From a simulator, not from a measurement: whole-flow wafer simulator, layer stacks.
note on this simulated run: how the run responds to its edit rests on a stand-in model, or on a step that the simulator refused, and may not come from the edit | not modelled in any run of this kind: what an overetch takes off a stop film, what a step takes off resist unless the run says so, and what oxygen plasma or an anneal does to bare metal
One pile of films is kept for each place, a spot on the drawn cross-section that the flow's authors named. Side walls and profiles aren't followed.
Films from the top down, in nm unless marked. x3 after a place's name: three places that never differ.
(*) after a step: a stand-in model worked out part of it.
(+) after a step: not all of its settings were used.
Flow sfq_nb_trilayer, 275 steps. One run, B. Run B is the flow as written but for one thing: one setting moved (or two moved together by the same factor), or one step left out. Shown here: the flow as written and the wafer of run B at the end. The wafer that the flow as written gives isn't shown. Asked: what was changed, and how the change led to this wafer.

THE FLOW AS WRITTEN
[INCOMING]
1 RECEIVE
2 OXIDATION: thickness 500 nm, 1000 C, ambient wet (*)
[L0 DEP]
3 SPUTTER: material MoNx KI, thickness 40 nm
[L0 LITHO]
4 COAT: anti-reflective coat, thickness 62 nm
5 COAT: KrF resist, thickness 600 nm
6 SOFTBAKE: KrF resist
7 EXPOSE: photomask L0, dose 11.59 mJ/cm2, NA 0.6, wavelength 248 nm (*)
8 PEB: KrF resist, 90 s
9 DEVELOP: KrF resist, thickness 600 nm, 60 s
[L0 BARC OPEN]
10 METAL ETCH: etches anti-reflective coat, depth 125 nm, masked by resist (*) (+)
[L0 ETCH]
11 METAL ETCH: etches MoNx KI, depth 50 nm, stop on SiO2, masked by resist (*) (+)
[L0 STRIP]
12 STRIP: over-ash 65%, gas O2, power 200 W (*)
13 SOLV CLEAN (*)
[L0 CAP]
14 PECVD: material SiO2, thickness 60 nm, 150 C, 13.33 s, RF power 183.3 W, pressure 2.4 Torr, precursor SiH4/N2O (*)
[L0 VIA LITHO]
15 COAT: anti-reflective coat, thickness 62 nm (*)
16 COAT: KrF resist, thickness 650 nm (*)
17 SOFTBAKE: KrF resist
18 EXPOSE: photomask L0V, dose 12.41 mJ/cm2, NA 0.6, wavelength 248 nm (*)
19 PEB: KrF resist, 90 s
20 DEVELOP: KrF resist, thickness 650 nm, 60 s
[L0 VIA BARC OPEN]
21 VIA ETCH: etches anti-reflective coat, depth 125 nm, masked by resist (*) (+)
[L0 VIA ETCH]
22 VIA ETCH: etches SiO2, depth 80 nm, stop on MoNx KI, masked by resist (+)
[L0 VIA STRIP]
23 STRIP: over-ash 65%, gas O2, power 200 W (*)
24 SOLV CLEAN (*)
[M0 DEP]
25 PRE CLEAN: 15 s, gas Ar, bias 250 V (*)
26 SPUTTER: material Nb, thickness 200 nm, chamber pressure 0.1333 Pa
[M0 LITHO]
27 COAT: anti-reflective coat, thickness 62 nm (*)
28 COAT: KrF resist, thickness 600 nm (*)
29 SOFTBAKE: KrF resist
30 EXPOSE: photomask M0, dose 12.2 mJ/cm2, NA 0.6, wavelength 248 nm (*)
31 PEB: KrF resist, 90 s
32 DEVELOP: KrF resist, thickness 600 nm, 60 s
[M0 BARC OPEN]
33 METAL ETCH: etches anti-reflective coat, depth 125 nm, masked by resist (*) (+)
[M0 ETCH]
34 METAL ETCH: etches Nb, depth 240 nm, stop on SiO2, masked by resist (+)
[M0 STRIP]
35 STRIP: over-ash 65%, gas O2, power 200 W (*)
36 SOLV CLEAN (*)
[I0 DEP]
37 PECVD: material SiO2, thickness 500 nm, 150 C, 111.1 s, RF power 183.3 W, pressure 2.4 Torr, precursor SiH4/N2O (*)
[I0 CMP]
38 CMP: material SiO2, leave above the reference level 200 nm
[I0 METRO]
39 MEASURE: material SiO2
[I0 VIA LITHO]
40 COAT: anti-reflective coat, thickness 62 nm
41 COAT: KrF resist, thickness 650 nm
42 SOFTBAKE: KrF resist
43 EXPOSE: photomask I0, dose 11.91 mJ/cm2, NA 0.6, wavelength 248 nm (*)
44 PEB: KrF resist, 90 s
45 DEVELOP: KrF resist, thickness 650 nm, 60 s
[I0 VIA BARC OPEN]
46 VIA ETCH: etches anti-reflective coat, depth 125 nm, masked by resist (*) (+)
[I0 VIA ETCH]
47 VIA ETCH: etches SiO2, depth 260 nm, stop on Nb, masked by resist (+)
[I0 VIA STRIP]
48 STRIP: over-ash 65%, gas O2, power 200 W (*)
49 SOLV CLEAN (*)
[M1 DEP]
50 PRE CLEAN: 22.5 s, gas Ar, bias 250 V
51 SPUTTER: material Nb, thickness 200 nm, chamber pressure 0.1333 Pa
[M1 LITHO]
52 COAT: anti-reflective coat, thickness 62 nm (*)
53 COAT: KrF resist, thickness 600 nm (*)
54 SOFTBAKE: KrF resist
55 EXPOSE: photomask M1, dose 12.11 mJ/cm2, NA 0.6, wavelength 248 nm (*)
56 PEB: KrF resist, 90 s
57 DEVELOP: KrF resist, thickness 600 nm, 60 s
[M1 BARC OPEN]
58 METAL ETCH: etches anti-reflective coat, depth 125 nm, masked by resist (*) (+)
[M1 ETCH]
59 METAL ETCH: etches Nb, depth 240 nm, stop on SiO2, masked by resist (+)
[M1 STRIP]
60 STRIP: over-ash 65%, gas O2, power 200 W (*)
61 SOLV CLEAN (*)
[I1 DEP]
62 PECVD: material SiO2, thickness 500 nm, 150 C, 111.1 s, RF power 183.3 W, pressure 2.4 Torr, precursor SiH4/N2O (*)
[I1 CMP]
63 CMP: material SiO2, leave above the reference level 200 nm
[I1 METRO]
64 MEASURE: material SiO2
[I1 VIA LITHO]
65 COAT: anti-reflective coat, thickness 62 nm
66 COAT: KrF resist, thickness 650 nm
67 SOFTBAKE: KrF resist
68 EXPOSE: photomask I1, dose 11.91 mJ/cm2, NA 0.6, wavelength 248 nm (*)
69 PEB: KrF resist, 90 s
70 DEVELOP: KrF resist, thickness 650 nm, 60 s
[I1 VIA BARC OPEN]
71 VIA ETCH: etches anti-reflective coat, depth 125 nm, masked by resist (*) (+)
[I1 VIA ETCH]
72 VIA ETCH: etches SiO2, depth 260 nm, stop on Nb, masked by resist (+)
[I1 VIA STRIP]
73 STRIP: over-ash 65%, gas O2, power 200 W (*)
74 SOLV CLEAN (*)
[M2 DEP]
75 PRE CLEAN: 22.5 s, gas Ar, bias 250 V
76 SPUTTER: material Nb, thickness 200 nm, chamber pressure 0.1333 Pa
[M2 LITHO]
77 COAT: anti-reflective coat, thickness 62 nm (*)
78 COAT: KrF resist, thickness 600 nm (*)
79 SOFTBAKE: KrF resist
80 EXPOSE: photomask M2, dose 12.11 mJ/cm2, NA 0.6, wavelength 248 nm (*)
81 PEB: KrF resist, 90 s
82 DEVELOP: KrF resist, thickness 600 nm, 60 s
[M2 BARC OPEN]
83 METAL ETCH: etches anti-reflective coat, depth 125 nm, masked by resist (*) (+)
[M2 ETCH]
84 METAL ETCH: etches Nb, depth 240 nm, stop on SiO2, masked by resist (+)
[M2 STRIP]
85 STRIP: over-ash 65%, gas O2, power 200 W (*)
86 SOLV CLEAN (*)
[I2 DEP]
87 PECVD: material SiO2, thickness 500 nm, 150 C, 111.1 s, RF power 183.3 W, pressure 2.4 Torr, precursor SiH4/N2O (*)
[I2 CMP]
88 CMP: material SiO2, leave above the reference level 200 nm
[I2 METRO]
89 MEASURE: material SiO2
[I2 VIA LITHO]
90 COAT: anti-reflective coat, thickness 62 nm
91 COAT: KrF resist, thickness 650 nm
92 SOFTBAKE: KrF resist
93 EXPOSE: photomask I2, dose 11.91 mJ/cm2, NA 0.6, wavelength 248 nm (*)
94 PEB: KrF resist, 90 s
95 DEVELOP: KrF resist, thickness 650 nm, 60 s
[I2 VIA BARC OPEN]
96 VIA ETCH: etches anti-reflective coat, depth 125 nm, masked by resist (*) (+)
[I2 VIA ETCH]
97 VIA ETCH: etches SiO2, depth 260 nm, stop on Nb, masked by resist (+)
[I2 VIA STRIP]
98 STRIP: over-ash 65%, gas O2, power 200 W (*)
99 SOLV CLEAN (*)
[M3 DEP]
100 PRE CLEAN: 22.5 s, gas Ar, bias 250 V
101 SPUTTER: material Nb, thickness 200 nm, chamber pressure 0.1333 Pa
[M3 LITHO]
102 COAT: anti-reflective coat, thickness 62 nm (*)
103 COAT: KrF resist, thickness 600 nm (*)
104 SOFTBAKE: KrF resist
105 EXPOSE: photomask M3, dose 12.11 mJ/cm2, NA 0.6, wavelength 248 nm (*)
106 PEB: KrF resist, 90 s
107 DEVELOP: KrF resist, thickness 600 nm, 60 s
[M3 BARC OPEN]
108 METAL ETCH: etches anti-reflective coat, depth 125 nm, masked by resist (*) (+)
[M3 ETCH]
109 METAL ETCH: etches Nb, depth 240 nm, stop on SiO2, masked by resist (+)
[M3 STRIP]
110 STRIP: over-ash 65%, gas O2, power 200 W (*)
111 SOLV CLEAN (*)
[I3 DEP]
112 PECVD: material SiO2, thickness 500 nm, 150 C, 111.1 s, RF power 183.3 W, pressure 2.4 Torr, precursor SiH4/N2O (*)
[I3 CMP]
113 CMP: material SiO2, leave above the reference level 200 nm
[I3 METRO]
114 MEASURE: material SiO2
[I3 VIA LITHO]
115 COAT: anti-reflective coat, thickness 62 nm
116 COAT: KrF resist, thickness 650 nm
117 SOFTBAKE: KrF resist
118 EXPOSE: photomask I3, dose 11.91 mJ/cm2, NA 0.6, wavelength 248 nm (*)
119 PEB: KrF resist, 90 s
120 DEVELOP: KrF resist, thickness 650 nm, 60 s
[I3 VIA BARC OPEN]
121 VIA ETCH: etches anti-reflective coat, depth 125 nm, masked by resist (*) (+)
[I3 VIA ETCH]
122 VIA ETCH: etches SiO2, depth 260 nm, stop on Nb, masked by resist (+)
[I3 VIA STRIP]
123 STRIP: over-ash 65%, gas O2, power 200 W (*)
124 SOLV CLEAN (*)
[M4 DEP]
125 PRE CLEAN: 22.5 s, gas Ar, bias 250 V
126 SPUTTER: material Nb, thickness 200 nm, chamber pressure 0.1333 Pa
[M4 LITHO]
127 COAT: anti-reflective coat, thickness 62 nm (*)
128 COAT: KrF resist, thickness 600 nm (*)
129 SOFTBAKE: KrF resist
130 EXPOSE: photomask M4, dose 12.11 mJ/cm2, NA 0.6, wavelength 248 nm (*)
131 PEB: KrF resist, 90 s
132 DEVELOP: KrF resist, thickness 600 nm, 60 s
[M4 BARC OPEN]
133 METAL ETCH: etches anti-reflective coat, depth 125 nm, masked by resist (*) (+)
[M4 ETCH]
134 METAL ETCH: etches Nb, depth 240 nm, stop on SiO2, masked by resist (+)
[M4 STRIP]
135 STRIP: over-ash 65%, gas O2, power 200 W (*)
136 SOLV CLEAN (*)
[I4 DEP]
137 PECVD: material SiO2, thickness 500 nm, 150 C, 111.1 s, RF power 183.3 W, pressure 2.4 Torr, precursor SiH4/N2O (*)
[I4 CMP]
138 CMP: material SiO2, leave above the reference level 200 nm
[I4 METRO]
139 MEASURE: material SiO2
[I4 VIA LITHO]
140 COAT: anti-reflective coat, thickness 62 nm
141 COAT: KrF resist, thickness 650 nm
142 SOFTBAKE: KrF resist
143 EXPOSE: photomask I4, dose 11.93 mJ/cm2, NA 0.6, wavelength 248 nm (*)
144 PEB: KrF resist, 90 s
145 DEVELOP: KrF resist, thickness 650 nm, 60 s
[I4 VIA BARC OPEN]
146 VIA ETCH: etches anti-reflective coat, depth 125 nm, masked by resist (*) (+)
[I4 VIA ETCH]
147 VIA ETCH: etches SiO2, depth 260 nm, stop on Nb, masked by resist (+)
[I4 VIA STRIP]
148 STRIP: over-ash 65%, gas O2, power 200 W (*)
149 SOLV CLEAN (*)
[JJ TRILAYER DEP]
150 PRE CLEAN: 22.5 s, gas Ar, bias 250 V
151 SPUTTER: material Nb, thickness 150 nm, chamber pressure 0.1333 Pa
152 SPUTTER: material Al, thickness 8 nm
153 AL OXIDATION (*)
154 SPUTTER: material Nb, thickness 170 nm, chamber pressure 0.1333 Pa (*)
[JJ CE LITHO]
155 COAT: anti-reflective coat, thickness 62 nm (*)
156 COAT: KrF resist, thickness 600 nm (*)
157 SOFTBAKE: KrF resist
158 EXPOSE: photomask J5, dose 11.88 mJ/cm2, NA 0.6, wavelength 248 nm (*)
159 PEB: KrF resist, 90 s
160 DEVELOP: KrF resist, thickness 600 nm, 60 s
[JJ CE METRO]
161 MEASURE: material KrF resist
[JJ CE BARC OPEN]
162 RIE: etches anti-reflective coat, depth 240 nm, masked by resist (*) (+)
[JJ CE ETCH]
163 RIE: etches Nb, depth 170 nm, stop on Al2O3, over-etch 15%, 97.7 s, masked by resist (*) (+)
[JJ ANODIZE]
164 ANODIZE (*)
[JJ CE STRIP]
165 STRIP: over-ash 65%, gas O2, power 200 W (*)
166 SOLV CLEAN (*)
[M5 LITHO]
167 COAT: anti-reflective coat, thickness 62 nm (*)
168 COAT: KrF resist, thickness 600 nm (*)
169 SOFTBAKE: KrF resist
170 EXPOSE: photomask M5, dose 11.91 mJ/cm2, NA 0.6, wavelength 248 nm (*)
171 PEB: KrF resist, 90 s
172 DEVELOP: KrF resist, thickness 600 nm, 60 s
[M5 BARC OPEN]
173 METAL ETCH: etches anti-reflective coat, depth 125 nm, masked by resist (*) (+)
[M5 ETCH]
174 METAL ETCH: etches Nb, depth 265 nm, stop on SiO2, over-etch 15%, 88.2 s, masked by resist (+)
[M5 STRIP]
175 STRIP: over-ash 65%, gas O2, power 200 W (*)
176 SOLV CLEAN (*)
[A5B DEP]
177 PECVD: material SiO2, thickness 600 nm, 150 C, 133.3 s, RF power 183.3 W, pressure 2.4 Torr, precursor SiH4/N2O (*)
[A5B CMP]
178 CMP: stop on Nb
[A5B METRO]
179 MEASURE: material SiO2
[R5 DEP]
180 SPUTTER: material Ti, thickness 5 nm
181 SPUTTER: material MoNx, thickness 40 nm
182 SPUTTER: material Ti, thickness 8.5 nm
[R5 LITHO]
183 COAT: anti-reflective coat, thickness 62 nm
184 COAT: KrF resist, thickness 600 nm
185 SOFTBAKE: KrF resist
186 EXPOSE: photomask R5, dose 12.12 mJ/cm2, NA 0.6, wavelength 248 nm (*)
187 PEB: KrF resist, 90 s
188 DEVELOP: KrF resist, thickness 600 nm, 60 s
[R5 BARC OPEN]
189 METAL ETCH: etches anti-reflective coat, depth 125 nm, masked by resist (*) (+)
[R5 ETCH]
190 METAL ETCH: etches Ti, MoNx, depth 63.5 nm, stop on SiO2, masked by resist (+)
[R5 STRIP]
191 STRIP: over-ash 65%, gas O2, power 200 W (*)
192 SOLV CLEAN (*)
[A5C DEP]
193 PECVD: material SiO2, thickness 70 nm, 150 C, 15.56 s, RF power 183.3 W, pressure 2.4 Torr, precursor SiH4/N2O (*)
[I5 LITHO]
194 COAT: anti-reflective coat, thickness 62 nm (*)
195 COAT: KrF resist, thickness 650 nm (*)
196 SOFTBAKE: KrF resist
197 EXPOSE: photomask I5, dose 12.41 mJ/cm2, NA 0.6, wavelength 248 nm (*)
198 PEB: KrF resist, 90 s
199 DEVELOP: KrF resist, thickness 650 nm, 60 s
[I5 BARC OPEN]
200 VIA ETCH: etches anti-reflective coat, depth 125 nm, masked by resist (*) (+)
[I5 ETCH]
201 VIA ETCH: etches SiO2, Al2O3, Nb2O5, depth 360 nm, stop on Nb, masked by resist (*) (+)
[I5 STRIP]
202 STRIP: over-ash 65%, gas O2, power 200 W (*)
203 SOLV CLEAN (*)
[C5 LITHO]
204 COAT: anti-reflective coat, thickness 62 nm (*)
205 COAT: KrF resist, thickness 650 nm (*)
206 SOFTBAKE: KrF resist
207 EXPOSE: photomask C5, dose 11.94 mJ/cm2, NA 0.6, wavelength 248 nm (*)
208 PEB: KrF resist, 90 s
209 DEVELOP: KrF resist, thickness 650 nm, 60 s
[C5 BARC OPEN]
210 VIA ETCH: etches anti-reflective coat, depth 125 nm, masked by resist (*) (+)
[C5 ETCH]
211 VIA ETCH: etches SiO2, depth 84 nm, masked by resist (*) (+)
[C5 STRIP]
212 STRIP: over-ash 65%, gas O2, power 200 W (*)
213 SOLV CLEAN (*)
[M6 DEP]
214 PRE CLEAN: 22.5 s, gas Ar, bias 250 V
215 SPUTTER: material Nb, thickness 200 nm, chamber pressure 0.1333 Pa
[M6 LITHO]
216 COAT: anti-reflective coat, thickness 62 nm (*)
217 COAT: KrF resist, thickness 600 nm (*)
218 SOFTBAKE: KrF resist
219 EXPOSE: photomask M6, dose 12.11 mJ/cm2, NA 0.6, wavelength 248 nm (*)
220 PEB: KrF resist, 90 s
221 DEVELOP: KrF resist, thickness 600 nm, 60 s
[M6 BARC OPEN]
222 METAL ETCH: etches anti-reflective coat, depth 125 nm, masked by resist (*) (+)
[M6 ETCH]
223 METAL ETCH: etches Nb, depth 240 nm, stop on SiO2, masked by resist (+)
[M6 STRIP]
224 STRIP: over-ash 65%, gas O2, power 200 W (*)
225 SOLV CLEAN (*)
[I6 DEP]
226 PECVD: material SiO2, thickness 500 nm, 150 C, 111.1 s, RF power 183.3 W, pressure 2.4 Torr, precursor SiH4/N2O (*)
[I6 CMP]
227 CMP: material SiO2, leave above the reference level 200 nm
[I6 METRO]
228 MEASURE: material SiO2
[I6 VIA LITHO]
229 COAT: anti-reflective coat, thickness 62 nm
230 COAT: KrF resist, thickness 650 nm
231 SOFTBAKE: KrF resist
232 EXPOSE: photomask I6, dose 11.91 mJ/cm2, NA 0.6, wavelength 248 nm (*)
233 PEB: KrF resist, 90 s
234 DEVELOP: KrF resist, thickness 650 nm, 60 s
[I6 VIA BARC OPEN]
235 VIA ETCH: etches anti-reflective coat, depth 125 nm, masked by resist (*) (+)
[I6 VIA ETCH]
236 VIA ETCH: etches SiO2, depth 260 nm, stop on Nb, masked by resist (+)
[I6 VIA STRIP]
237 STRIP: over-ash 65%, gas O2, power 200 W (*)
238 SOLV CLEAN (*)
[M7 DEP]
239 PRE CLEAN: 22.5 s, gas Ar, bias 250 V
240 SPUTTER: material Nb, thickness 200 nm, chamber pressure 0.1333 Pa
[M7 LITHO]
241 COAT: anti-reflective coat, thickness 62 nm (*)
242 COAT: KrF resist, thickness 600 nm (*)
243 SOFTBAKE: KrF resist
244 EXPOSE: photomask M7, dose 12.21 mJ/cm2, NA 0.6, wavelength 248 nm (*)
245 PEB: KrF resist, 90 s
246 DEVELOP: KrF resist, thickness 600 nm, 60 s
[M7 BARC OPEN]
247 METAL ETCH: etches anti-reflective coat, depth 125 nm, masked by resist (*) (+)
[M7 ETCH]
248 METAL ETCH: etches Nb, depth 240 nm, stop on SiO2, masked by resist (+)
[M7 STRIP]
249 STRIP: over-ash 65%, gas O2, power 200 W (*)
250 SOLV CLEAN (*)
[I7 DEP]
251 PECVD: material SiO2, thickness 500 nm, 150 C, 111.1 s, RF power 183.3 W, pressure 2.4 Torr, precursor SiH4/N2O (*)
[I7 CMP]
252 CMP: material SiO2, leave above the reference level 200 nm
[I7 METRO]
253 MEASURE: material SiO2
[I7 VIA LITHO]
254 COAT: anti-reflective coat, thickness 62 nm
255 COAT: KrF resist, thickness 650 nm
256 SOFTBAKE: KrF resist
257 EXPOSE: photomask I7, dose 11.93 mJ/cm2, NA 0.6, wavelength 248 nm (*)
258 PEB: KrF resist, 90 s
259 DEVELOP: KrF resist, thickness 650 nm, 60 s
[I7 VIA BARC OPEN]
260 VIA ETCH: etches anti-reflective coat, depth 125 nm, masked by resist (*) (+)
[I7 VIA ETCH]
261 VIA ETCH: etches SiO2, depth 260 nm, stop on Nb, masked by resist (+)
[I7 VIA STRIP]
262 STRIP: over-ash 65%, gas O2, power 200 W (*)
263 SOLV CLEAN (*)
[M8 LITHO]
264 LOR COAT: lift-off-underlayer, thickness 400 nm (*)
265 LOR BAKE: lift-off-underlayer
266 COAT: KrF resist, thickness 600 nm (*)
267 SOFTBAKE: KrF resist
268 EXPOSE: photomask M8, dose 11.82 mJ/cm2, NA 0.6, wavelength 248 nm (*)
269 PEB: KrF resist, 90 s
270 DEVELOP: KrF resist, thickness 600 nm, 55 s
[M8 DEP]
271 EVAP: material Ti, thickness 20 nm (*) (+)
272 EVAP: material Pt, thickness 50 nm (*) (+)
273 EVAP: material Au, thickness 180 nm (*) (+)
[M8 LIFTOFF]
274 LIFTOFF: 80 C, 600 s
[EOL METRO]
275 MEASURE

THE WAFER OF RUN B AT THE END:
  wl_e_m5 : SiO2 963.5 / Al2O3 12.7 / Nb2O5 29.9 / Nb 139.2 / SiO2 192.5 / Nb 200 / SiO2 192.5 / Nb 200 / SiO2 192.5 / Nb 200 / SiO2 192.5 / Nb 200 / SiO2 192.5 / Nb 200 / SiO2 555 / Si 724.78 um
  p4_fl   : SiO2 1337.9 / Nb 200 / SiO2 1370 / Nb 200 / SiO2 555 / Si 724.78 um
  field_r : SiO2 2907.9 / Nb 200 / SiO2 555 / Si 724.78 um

The cause: step 215, SPUTTER: thickness 162 nm was run, where the flow has thickness 200 nm.

How the change led to this, step by step:
  215 SPUTTER: material Nb, thickness 200 nm, chamber pressure 0.1333 Pa
      field_l, v_sur, via_wl and 100 more: Nb +162 (new film) (as written it would be: Nb +200 (new film))
      be: Nb +119.6 (as written it would be: Nb +147.3)
      (and at 2 more places)
  216 COAT: anti-reflective coat, thickness 62 nm (*)
      be: anti-reflective coat +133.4 (new film) (as written it would be: anti-reflective coat +136.7 (new film))
  223 METAL ETCH: etches Nb, depth 240 nm, stop on SiO2, masked by resist (+)
      field_l, gap, moat and 76 more: Nb -162 (all of it) (as written it would be: Nb -200 (all of it))
  224 STRIP: over-ash 65%, gas O2, power 200 W (*)
      be: KrF resist -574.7 (all of it), anti-reflective coat -133.4 (all of it) (as written it would be: KrF resist -575.8 (all of it), anti-reflective coat -136.7 (all of it))
  226 PECVD: material SiO2, thickness 500 nm, 150 C, 111.1 s, RF power 183.3 W, pressure 2.4 Torr, precursor SiH4/N2O (*)
      gap, wl_a_sl, m6r_space_l x2: SiO2 +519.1 (as written it would be: SiO2 +557.1)
      be: SiO2 +679.2 (new film) (as written it would be: SiO2 +693.5 (new film))
  227 CMP: material SiO2, leave above the reference level 200 nm
      field_l, p4_fl, p4_fm and 59 more: SiO2 -138 (as written it would be: SiO2 -100)
      moat, field_r, lsp_l, ln_m5, lsp_m: SiO2 -132.8 (as written it would be: SiO2 -93.6)
      (and at 9 more places)
